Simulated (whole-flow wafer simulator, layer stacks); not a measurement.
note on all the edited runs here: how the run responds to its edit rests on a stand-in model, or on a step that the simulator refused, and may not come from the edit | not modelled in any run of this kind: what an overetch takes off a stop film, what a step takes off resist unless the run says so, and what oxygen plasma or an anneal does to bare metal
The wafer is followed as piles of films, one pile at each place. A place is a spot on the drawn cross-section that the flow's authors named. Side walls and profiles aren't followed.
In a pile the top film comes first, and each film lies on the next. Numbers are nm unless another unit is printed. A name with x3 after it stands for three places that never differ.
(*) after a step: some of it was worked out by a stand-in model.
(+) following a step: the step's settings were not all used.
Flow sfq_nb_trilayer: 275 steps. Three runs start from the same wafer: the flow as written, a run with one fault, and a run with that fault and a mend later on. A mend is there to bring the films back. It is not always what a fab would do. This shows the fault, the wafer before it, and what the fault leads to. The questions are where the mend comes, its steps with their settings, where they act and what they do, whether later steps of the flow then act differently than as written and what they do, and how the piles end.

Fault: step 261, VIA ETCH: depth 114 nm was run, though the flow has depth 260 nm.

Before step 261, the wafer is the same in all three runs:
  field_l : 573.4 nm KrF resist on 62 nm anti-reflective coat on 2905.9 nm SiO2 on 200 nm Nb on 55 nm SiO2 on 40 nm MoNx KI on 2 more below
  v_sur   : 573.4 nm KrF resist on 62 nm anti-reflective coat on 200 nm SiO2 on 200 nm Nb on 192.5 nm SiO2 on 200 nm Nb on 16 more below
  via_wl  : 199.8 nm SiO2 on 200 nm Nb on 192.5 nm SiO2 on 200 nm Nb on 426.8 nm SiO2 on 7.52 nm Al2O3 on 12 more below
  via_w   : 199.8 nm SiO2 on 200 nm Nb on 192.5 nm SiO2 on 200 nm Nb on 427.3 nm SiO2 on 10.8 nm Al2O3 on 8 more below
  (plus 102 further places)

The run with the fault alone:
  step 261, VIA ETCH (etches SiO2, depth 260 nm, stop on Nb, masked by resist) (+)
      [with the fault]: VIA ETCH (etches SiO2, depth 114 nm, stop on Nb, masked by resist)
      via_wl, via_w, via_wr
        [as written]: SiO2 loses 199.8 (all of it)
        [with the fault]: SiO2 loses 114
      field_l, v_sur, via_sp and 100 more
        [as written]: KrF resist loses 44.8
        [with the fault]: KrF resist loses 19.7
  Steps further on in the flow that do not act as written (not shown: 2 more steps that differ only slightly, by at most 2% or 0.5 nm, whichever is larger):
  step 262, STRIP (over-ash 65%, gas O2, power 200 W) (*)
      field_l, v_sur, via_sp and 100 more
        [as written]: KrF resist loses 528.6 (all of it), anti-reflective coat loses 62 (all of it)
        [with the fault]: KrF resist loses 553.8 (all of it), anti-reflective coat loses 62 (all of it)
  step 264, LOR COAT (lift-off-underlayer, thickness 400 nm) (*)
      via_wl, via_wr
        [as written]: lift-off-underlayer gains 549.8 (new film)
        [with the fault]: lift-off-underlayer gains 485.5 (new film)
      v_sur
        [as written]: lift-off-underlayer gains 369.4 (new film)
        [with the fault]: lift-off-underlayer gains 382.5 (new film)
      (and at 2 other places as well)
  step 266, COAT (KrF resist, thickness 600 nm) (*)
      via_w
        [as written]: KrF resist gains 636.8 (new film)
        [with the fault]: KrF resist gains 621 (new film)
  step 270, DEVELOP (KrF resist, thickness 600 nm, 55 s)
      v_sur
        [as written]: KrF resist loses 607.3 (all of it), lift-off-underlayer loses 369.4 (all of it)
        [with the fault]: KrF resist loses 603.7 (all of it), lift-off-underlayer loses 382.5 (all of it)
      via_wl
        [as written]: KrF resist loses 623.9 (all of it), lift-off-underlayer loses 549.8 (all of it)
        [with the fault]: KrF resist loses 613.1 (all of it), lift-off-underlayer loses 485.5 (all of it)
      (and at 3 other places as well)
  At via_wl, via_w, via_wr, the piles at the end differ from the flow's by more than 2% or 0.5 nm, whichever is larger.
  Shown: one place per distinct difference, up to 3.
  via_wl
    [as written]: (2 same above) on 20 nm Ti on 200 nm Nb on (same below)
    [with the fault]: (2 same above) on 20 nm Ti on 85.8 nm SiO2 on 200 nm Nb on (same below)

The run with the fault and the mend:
  After step 262 comes the mend.
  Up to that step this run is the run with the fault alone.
  step 262a, COAT (anti-reflective coat, thickness 62 nm) (*) (the flow's step 254 again)
      p4_fl x3, p4_w1 x9, p4_g1 x2 and 63 more
        anti-reflective coat gains 62 (new film)
      r_sur, res, r_end and 9 more
        anti-reflective coat gains 61.8 (new film)
      jj_sur, ce_l, c5j, ce_r, sp_r, be_r
        anti-reflective coat gains 61.7 (new film)
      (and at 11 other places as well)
  step 262b, COAT (KrF resist, thickness 650 nm) (*) (the flow's step 255 again)
      p4_fl x3, p4_w1 x9, p4_g1 x2 and 63 more
        KrF resist gains 650 (new film)
      field_r, lsp_l, ln_m5, lsp_m, ln_m6, lsp_r, l0_sur
        KrF resist gains 649.6 (new film)
      r_sur, res, r_end, moat, l0v
        KrF resist gains 649.5 (new film)
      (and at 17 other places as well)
  step 262c, SOFTBAKE (KrF resist) (the flow's step 256 again)
      does not change any film at any place that is followed
  step 262d, EXPOSE (photomask I7, dose 11.93 mJ/cm2, NA 0.6, wavelength 248 nm) (*) (the flow's step 257 again)
      does not change any film at any place that is followed
  step 262e, PEB (KrF resist, 90 s) (the flow's step 258 again)
      v_sur, gap, jj_sur and 94 more
        KrF resist loses 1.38
      via_sp, via_v, wire, be, be_sur
        KrF resist loses 1.37
      via_wl, via_wr
        KrF resist loses 1.49
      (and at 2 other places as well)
  step 262f, DEVELOP (KrF resist, thickness 650 nm, 60 s) (the flow's step 259 again)
      field_l, v_sur, via_sp and 100 more
        KrF resist loses 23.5
      via_wl
        KrF resist loses 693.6 (all of it)
      via_w
        KrF resist loses 722.2 (all of it)
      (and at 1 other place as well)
  step 262g, VIA ETCH (etches anti-reflective coat, depth 125 nm, masked by resist) (+) (the flow's step 260 again)
      field_l, v_sur, via_sp and 100 more
        KrF resist loses 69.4
      via_wl, via_wr
        anti-reflective coat loses 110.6 (all of it)
      via_w
        anti-reflective coat loses 78.4 (all of it), SiO2 loses 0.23
  step 262h, VIA ETCH (etches SiO2, depth 146 nm, stop on Nb, masked by resist) (+) (the flow's step 261 again, with other settings)
      field_l, v_sur, via_sp and 100 more
        KrF resist loses 22.2
      via_wl, via_wr
        SiO2 loses 85.8 (all of it)
      via_w
        SiO2 loses 85.6 (all of it)
  step 262i, STRIP (over-ash 65%, gas O2, power 200 W) (*) (the flow's step 262 again)
      p4_fl x3, p4_w1 x9, p4_g1 x2 and 63 more
        KrF resist loses 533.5 (all of it), anti-reflective coat loses 62 (all of it)
      res, r_end, moat, field_r, lsp_l, l0_sur, l0v
        KrF resist loses 533 (all of it), anti-reflective coat loses 61.8 (all of it)
      ln_m5, lsp_m, ln_m6, lsp_r
        KrF resist loses 533.1 (all of it), anti-reflective coat loses 61.8 (all of it)
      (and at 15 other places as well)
  Later steps of the flow that are run all act as written at every place that is followed.
  By the end, the piles equal the flow's at every place that both follow.
